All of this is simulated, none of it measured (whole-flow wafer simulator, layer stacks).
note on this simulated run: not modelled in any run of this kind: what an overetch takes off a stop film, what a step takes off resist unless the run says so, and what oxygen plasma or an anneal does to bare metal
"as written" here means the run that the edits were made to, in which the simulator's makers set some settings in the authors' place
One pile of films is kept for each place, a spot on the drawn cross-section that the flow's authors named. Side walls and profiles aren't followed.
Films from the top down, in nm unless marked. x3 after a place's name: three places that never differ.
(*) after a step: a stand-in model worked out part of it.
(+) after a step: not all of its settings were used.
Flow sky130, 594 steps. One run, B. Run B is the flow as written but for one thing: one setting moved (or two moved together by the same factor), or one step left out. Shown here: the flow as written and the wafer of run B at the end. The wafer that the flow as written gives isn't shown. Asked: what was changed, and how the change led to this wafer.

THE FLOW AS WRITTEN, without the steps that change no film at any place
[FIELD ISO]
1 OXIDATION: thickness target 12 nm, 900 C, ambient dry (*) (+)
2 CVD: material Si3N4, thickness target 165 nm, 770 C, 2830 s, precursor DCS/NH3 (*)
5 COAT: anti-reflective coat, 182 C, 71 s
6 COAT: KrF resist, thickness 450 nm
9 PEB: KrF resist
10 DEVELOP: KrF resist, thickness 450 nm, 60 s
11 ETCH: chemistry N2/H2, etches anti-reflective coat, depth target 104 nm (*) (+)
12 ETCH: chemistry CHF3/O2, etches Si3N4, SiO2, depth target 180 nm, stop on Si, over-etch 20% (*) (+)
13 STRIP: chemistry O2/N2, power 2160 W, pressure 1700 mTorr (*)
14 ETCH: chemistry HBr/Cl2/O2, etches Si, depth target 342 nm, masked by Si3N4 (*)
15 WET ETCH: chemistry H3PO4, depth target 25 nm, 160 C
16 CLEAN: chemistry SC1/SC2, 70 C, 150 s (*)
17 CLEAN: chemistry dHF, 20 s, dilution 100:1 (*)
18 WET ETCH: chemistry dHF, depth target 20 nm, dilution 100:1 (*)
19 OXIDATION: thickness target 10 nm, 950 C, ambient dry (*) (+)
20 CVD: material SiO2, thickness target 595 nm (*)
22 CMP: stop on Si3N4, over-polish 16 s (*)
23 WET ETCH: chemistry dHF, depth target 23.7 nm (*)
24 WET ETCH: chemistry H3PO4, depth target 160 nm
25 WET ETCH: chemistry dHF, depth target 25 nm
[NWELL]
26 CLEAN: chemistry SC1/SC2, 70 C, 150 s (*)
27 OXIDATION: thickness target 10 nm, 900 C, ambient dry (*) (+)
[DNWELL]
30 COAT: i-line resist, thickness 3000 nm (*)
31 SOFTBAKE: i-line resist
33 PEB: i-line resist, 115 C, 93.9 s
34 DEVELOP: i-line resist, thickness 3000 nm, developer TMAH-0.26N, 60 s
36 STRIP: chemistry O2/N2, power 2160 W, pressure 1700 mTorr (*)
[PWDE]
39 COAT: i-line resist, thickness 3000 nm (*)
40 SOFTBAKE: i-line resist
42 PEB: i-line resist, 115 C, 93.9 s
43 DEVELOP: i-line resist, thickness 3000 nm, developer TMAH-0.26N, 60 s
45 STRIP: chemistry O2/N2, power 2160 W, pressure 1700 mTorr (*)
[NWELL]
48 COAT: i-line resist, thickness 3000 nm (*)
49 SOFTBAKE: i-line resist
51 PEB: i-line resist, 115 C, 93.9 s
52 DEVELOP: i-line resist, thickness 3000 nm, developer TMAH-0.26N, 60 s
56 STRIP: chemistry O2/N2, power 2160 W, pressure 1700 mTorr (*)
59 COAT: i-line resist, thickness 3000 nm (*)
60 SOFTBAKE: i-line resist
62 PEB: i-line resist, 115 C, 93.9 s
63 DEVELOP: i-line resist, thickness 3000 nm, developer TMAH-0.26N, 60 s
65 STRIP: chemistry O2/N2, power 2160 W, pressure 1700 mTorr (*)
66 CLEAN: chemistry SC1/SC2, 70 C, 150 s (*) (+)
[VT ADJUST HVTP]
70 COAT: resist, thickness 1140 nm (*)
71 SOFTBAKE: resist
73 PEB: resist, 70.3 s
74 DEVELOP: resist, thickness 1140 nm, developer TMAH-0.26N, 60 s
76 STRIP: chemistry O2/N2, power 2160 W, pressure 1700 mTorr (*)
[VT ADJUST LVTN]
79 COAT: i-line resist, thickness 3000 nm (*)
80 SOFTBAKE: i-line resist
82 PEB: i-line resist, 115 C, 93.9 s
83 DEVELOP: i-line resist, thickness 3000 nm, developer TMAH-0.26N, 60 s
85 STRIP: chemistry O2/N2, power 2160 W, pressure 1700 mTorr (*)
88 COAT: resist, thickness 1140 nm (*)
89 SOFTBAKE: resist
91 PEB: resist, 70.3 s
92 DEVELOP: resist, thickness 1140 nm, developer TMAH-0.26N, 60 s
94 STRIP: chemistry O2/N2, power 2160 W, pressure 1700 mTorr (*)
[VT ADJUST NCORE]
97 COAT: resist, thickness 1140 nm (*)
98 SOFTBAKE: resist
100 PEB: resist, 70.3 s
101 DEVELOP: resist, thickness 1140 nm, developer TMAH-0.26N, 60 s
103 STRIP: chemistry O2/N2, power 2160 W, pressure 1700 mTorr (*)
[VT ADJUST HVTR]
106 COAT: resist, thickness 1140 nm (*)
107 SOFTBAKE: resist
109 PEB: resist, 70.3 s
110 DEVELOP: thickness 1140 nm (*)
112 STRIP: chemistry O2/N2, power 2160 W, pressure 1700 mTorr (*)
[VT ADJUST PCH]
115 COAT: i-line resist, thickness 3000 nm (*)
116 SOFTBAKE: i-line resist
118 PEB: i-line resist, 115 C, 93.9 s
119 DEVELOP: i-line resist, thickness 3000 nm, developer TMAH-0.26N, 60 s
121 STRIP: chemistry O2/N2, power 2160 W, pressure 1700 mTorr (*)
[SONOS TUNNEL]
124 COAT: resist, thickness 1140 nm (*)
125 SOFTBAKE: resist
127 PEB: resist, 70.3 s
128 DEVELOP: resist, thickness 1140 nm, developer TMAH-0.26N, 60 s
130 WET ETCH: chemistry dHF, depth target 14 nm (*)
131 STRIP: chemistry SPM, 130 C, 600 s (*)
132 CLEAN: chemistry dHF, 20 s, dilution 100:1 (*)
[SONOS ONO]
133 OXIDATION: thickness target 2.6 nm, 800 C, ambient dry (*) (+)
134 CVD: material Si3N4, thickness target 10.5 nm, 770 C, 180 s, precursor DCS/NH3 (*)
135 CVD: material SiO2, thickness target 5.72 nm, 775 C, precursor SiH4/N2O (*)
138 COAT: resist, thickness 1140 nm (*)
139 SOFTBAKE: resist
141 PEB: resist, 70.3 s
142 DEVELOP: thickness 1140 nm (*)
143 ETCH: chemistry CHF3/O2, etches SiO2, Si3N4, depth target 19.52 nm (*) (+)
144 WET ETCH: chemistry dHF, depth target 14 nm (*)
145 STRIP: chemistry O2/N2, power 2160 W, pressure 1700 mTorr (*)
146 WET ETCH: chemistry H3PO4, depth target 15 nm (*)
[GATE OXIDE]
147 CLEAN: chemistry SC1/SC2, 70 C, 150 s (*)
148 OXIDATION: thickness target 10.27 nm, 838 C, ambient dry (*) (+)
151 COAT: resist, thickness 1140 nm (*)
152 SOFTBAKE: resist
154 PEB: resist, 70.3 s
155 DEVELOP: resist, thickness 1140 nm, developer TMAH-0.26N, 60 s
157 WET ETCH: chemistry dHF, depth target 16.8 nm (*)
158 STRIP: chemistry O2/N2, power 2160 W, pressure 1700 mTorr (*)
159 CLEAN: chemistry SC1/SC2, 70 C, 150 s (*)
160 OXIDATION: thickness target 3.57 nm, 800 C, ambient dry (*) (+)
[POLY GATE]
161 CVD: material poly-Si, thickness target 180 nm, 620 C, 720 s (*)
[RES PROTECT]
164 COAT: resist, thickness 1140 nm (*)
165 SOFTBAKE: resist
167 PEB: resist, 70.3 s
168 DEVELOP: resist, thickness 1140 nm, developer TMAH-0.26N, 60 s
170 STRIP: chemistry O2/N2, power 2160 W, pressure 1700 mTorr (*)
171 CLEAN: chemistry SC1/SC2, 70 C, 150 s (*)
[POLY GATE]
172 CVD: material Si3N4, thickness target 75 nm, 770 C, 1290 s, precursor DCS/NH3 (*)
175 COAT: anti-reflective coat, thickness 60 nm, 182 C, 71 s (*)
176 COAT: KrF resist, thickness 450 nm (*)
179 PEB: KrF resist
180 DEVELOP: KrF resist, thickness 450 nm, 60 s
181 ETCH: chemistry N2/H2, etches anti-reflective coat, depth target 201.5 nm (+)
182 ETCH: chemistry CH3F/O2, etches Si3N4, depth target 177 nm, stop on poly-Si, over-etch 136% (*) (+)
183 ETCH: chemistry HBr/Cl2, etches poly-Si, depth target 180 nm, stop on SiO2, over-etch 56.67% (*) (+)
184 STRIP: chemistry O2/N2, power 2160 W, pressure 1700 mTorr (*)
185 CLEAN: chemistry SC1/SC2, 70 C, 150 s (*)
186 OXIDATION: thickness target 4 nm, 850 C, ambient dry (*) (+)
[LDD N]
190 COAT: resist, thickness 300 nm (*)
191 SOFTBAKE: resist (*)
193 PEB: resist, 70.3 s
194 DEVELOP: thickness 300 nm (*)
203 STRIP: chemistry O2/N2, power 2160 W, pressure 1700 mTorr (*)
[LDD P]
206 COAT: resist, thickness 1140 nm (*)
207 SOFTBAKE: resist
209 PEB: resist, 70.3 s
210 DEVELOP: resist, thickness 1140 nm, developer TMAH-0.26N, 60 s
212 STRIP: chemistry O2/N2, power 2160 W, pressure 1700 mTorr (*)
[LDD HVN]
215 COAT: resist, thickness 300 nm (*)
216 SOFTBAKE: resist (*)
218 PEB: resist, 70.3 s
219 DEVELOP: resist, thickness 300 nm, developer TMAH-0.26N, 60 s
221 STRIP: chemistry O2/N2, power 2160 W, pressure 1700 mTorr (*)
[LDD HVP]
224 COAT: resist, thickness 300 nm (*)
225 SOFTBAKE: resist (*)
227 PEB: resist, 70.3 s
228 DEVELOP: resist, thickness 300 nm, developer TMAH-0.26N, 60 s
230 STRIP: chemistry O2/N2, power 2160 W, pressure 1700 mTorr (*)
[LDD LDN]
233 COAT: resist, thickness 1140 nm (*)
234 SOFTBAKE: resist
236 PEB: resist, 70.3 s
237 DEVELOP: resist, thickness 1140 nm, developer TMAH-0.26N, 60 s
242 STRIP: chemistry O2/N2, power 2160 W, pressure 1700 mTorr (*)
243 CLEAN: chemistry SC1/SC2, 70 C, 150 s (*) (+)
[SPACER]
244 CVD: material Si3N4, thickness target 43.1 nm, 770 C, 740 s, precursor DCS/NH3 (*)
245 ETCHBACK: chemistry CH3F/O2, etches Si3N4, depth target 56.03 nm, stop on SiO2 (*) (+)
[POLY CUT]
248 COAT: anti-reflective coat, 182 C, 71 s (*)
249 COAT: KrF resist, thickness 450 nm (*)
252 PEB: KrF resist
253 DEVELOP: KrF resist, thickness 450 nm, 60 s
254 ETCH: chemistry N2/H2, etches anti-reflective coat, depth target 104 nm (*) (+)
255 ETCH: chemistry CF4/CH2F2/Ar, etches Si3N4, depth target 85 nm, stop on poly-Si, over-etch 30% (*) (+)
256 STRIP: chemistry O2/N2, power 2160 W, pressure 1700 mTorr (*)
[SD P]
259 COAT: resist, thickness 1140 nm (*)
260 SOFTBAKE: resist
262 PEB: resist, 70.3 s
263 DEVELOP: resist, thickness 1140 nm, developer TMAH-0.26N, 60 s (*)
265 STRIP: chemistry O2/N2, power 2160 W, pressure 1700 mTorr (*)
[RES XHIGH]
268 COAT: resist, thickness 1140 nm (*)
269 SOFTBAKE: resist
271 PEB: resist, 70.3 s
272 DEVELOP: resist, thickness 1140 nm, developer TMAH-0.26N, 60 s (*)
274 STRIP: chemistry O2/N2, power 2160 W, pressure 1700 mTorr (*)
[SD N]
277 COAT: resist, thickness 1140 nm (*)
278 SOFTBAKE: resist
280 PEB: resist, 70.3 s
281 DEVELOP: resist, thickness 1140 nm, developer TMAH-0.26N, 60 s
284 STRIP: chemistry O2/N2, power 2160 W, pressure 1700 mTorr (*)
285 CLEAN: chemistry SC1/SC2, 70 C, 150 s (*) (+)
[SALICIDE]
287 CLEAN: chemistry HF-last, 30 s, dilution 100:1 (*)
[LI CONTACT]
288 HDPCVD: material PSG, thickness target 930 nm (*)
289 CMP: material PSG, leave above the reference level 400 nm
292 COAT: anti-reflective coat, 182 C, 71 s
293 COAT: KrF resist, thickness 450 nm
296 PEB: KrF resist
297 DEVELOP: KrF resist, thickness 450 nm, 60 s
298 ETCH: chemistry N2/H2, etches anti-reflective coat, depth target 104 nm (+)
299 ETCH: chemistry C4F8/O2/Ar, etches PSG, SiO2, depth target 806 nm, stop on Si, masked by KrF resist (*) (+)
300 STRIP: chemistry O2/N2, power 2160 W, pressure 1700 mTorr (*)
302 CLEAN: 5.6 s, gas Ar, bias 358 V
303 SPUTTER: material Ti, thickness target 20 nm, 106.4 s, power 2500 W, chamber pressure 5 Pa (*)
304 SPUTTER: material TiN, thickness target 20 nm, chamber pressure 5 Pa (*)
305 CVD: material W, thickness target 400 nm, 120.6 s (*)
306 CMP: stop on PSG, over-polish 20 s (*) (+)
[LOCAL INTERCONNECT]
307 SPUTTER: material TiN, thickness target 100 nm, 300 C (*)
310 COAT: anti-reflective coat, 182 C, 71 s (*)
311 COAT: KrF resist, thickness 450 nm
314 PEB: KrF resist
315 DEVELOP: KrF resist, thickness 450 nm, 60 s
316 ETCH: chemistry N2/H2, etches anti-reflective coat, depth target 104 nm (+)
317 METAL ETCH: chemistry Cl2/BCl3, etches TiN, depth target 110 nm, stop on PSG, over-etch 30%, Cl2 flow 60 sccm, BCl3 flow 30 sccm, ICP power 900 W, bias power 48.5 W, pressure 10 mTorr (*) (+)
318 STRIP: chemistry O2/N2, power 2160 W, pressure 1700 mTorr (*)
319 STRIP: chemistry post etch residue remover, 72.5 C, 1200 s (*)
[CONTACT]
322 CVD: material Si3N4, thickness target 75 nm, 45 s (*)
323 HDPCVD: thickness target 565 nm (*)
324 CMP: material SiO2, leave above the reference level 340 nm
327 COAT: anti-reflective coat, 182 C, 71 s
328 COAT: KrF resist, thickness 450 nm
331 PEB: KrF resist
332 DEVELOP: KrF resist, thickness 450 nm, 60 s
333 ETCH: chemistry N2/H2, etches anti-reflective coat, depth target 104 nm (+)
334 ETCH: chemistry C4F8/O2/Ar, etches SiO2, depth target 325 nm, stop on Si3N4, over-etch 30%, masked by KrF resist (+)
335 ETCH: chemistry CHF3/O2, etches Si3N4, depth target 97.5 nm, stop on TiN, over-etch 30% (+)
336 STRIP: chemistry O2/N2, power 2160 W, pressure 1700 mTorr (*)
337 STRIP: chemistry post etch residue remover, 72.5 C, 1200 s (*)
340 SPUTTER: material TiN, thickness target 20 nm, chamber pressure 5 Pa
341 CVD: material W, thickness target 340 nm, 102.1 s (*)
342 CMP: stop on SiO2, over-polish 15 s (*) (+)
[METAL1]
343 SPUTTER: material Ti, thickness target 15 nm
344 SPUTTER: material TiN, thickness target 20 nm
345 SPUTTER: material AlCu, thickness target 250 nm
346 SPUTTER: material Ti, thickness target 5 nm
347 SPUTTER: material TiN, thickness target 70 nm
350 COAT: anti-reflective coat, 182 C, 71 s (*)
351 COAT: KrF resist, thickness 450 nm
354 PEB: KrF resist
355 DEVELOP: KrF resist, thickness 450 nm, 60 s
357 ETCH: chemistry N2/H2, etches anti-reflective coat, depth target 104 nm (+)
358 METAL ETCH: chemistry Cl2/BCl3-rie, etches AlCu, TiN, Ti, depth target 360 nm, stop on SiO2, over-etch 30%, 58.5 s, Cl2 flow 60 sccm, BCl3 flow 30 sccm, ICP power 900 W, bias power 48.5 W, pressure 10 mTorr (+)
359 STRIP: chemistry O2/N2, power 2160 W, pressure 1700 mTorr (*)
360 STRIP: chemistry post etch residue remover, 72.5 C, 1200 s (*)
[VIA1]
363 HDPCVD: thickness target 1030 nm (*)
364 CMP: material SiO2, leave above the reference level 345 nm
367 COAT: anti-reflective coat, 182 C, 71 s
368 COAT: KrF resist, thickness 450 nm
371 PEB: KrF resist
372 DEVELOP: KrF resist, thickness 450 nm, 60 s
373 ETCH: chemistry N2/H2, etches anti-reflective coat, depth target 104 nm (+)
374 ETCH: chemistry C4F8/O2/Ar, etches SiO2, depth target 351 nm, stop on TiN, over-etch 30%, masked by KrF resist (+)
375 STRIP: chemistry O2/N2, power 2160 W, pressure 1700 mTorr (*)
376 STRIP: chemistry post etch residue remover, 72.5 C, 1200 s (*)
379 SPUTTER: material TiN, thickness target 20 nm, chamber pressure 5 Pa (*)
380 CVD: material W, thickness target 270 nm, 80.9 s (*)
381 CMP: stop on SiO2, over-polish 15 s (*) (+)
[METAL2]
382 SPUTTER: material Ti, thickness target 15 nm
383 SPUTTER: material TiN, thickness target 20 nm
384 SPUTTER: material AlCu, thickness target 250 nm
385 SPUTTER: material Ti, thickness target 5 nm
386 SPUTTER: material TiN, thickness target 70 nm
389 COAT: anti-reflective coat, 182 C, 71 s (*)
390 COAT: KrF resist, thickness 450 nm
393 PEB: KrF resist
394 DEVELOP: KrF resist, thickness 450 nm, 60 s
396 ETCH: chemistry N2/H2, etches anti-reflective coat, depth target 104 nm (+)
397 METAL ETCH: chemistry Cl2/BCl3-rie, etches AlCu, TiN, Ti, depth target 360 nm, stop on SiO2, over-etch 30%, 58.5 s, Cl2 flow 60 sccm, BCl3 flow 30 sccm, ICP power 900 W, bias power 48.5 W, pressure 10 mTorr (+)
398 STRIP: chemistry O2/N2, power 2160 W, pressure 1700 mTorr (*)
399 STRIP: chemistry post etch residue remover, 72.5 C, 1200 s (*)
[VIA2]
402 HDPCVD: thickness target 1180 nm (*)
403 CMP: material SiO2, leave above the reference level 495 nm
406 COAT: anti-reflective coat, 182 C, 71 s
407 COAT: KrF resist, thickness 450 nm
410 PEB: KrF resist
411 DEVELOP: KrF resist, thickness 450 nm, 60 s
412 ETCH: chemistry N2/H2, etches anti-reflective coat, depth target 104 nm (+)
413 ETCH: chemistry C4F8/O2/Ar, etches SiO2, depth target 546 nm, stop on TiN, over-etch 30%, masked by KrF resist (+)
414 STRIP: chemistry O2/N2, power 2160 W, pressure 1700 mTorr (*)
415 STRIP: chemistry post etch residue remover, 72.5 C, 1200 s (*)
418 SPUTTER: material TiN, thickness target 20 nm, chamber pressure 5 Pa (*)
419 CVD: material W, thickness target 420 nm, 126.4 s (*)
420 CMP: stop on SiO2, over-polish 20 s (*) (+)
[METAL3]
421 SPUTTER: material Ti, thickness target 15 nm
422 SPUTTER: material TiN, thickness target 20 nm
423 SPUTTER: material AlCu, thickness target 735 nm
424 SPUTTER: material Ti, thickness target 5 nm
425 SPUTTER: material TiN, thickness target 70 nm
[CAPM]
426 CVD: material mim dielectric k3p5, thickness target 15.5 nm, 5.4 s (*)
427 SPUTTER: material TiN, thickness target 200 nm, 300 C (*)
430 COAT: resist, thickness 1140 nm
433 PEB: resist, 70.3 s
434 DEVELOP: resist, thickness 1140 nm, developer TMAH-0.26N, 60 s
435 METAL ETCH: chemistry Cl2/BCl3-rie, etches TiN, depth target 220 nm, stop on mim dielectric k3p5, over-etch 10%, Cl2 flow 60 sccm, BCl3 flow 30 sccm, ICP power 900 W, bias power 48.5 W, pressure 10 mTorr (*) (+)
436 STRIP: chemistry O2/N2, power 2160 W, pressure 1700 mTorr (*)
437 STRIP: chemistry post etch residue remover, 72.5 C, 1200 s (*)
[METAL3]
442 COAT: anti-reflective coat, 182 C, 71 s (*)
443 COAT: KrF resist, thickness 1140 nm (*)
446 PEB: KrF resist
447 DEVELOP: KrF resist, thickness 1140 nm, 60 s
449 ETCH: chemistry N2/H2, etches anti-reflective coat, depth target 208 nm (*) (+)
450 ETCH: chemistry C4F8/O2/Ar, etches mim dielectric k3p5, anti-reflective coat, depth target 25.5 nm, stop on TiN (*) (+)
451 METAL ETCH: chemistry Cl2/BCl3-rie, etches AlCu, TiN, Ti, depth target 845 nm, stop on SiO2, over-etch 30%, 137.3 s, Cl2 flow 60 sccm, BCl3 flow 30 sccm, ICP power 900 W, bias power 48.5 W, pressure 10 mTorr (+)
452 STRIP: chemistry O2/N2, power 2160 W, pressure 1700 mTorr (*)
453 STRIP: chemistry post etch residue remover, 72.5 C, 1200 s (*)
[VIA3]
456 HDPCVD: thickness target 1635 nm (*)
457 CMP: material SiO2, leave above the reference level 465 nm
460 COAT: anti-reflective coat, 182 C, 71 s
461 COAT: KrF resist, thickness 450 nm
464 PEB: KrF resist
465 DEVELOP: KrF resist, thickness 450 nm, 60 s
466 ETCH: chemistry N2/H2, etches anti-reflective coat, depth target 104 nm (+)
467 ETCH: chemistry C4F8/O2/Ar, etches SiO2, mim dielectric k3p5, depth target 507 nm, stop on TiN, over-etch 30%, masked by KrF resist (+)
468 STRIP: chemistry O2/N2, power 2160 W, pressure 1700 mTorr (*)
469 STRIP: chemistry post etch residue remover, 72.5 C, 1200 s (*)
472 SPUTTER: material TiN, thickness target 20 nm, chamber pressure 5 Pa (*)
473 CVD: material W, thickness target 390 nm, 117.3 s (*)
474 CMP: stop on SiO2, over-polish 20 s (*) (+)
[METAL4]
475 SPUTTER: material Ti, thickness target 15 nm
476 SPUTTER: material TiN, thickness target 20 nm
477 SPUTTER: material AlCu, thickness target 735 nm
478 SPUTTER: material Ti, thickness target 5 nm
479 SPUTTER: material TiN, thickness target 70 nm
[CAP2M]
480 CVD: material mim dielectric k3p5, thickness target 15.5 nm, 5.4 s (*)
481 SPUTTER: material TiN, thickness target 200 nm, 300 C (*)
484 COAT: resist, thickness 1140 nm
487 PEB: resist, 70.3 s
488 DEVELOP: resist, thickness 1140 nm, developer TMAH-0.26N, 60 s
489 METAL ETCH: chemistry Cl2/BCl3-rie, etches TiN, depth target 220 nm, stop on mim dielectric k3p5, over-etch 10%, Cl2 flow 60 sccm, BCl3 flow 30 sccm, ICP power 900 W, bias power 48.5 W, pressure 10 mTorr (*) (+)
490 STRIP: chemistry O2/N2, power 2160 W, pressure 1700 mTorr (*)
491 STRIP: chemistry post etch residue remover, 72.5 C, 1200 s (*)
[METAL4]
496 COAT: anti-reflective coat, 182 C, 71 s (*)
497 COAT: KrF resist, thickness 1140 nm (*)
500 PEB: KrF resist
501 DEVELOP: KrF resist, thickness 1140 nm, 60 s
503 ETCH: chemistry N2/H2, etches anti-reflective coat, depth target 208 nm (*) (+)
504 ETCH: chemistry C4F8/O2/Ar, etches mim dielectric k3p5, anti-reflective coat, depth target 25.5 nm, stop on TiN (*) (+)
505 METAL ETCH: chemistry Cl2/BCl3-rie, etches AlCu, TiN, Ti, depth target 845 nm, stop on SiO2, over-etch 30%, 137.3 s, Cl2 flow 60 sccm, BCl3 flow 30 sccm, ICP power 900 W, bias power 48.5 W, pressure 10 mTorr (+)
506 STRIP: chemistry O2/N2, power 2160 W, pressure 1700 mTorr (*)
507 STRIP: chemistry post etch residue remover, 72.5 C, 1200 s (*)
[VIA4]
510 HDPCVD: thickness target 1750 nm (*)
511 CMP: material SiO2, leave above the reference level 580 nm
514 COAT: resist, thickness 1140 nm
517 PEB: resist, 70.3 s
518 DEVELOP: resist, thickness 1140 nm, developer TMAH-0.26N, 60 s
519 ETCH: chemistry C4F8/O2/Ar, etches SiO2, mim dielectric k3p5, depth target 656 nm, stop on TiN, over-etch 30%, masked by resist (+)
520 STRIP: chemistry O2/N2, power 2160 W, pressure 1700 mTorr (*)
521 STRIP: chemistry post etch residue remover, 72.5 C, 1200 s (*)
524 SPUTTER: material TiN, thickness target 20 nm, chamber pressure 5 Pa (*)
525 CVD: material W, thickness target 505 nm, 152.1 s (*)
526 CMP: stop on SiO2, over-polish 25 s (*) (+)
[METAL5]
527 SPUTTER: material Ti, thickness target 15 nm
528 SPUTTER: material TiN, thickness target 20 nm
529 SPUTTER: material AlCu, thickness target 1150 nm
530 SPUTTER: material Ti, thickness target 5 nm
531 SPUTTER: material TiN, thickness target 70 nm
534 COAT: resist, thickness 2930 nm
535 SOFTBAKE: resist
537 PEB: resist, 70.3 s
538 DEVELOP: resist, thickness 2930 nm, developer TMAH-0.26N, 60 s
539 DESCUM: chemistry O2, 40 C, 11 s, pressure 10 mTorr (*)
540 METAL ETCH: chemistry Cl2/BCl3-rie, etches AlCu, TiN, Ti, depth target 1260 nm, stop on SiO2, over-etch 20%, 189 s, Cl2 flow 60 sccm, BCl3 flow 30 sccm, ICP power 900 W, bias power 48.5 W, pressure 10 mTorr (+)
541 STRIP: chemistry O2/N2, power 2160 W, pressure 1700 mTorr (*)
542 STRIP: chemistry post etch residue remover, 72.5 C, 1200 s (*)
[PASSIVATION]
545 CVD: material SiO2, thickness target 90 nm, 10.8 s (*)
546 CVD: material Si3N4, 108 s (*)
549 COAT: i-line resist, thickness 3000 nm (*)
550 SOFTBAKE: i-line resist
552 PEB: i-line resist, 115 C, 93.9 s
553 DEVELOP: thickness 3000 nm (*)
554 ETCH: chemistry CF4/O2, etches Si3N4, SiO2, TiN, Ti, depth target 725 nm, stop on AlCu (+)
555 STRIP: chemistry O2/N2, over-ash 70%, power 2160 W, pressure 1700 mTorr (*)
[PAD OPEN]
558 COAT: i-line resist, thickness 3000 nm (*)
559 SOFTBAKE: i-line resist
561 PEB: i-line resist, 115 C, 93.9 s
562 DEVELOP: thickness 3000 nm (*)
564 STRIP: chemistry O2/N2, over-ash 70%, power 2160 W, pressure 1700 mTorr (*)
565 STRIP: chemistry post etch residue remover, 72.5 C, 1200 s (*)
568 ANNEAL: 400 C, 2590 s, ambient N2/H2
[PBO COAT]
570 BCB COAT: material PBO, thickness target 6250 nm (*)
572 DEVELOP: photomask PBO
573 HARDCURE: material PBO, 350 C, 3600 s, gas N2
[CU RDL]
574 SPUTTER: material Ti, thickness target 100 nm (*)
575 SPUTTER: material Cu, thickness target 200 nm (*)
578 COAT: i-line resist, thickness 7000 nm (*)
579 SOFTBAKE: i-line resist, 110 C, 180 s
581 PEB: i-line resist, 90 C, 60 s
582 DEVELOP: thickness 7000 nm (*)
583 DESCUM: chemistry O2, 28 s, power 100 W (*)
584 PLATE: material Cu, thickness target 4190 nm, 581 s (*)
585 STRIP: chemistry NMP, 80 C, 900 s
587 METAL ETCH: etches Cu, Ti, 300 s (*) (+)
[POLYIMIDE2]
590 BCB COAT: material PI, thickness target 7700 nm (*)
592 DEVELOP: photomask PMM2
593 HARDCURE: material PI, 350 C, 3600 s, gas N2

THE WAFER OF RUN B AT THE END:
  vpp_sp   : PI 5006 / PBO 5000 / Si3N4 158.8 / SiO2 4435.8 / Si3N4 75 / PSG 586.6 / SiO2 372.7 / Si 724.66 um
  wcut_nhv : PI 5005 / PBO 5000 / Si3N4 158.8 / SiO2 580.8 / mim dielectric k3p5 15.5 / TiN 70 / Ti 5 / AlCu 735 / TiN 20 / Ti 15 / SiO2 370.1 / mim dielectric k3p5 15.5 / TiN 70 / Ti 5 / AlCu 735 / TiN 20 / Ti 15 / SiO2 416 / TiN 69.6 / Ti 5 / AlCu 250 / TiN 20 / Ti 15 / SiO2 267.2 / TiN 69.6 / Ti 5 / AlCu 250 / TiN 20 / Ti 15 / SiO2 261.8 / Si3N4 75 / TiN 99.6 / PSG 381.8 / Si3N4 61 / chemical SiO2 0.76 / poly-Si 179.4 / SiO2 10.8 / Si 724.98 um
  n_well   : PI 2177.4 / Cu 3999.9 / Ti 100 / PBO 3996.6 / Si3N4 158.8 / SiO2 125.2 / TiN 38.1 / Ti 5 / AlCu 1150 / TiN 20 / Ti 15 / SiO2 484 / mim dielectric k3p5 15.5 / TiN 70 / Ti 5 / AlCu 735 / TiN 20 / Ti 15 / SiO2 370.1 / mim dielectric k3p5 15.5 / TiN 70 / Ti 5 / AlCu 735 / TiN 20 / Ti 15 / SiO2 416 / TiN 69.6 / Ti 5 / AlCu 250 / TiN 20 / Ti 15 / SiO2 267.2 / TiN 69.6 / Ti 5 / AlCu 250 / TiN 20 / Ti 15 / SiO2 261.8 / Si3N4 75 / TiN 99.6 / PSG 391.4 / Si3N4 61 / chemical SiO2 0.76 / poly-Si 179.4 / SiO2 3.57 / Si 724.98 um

The cause: step 531, SPUTTER: thickness target 38.5 nm was run, where the flow has thickness target 70 nm.

How the change led to this, step by step:
  531 SPUTTER: material TiN, thickness target 70 nm
      field, active, n_well and 190 more: TiN +38.5 (new film) (as written it would be: TiN +70 (new film))
  540 METAL ETCH: chemistry Cl2/BCl3-rie, etches AlCu, TiN, Ti, depth target 1260 nm, stop on SiO2, over-etch 20%, 189 s, Cl2 flow 60 sccm, BCl3 flow 30 sccm, ICP power 900 W, bias power 48.5 W, pressure 10 mTorr (+)
      gate_hv, nwell_res, pplus_nw and 95 more: TiN -38.5 (all of it), Ti -5 (all of it), AlCu -1150 (all of it), TiN -20 (all of it), Ti -15 (all of it), SiO2 -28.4 (as written it would be: TiN -70 (all of it), Ti -5 (all of it), AlCu -1150 (all of it), TiN -20 (all of it), Ti -15 (all of it), SiO2 -25.2)
      field, active, gate and 77 more: TiN -38.5 (all of it), Ti -5 (all of it), AlCu -1150 (all of it), TiN -20 (all of it), Ti -15 (all of it), SiO2 -28.3 (as written it would be: TiN -70 (all of it), Ti -5 (all of it), AlCu -1150 (all of it), TiN -20 (all of it), Ti -15 (all of it), SiO2 -25.2)
  550 SOFTBAKE: i-line resist
      gate_p_lvt, iso_guard_hv_nw: i-line resist +20 (as written it would be: i-line resist +20.6)
      gate: i-line resist -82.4 (as written it would be: i-line resist -85.5)
      (and at 56 more places)
  554 ETCH: chemistry CF4/O2, etches Si3N4, SiO2, TiN, Ti, depth target 725 nm, stop on AlCu (+)
      field, active, n_well and 189 more: i-line resist -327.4 (as written it would be: i-line resist -358.9)
      pad: Si3N4 -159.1 (all of it), SiO2 -125.2 (all of it), TiN -38.1 (all of it), Ti -5 (all of it) (as written it would be: Si3N4 -159.1 (all of it), SiO2 -125.2 (all of it), TiN -69.6 (all of it), Ti -5 (all of it))
  555 STRIP: chemistry O2/N2, over-ash 70%, power 2160 W, pressure 1700 mTorr (*)
      n_well, p_well, sd_n, sd_p: i-line resist -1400 (all of it) (as written it would be: i-line resist -1340.8 (all of it))
      ndiff_licon_rim, ndiff_licon: i-line resist -1427.3 (all of it) (as written it would be: i-line resist -1368.9 (all of it))
      (and at 7 more places)
  559 SOFTBAKE: i-line resist
      gate_p_lvt, iso_guard_hv_nw: i-line resist +20 (as written it would be: i-line resist +20.6)
      gate: i-line resist -82.4 (as written it would be: i-line resist -85.5)
      (and at 61 more places)
  579 SOFTBAKE: i-line resist, 110 C, 180 s
      m5_stack_ln: i-line resist -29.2 (as written it would be: i-line resist -30)
